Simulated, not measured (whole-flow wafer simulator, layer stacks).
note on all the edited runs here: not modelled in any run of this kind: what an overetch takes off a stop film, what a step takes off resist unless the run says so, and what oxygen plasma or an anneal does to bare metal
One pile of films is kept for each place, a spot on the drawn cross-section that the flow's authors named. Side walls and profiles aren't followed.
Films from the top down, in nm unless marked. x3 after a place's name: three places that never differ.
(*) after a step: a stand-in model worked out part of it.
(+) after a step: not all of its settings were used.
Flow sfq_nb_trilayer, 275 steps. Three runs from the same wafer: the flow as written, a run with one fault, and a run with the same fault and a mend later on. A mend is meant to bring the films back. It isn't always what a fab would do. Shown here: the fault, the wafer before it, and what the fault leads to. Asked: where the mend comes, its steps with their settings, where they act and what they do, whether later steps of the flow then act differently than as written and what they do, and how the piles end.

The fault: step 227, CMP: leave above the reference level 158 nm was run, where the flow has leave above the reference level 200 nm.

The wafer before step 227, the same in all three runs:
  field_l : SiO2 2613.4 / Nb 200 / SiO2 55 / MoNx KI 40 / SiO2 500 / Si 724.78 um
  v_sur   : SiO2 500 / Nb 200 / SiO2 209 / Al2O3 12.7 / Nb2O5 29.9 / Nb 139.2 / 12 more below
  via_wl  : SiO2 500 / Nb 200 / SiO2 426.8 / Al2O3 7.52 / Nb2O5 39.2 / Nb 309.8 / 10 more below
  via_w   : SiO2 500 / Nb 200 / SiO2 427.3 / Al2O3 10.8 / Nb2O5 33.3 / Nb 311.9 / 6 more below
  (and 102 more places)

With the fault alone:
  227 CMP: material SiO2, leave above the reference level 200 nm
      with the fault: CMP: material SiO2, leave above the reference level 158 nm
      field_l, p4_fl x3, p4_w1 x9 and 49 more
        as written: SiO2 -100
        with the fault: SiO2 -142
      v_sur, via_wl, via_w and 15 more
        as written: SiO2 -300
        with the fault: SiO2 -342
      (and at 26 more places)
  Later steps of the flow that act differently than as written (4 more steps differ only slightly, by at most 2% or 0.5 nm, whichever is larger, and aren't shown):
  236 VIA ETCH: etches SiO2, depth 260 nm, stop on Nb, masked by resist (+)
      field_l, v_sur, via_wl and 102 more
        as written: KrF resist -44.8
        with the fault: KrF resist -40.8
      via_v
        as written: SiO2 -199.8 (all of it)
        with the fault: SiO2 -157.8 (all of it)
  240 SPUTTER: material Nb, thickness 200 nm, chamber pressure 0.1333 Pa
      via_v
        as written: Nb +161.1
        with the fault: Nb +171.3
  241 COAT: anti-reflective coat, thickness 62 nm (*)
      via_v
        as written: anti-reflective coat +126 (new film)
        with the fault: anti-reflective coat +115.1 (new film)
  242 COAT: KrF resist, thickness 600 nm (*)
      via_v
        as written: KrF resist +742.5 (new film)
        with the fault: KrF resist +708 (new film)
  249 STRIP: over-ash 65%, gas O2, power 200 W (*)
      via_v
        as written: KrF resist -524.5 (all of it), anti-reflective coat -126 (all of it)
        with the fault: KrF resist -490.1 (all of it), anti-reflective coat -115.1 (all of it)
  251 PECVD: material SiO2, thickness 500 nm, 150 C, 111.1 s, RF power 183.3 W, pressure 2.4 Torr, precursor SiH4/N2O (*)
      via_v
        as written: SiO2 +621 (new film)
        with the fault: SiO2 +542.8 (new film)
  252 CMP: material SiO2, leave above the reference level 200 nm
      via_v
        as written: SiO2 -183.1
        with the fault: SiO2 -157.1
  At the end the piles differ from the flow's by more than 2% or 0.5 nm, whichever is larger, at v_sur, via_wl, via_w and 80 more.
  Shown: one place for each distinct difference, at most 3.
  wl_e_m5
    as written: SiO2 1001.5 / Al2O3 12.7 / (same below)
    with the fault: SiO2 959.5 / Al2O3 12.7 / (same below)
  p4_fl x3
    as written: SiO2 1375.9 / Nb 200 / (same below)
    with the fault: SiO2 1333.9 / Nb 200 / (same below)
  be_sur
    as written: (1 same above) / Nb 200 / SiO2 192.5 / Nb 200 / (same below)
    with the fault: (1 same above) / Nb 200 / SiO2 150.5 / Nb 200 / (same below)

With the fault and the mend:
  The mend comes after step 234.
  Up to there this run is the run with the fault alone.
  234a STRIP: over-ash 65%, gas O2, power 200 W (*)
      field_l, v_sur, via_wl and 102 more
        KrF resist -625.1 (all of it), anti-reflective coat -62 (all of it)
      via_v
        anti-reflective coat -62 (all of it)
  234b PECVD: material SiO2, thickness 42 nm, 150 C, 9.333 s, RF power 183.3 W, pressure 2.4 Torr, precursor SiH4/N2O (the flow's step 226 once more, with other settings)
      field_l, v_sur, via_wl and 103 more
        SiO2 +42
  234c COAT: anti-reflective coat, thickness 62 nm (the flow's step 229 once more)
      field_l, v_sur, via_wl and 103 more
        anti-reflective coat +62 (new film)
  234d COAT: KrF resist, thickness 650 nm (the flow's step 230 once more)
      field_l, v_sur, via_wl and 103 more
        KrF resist +650 (new film)
  234e SOFTBAKE: KrF resist (the flow's step 231 once more)
      changes no film at any place that is followed
  234f EXPOSE: photomask I6, dose 11.91 mJ/cm2, NA 0.6, wavelength 248 nm (*) (the flow's step 232 once more)
      changes no film at any place that is followed
  234g PEB: KrF resist, 90 s (the flow's step 233 once more)
      field_l, v_sur, via_wl and 103 more
        KrF resist -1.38
  234h DEVELOP: KrF resist, thickness 650 nm, 60 s (the flow's step 234 once more)
      field_l, v_sur, via_wl and 102 more
        KrF resist -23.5
      via_v
        KrF resist -648.6 (all of it)
  No later step of the flow acts differently than as written, at any place that is followed, by more than 2% or 0.5 nm, whichever is larger.
  At the end the piles are the same as the flow's at every place that both follow.
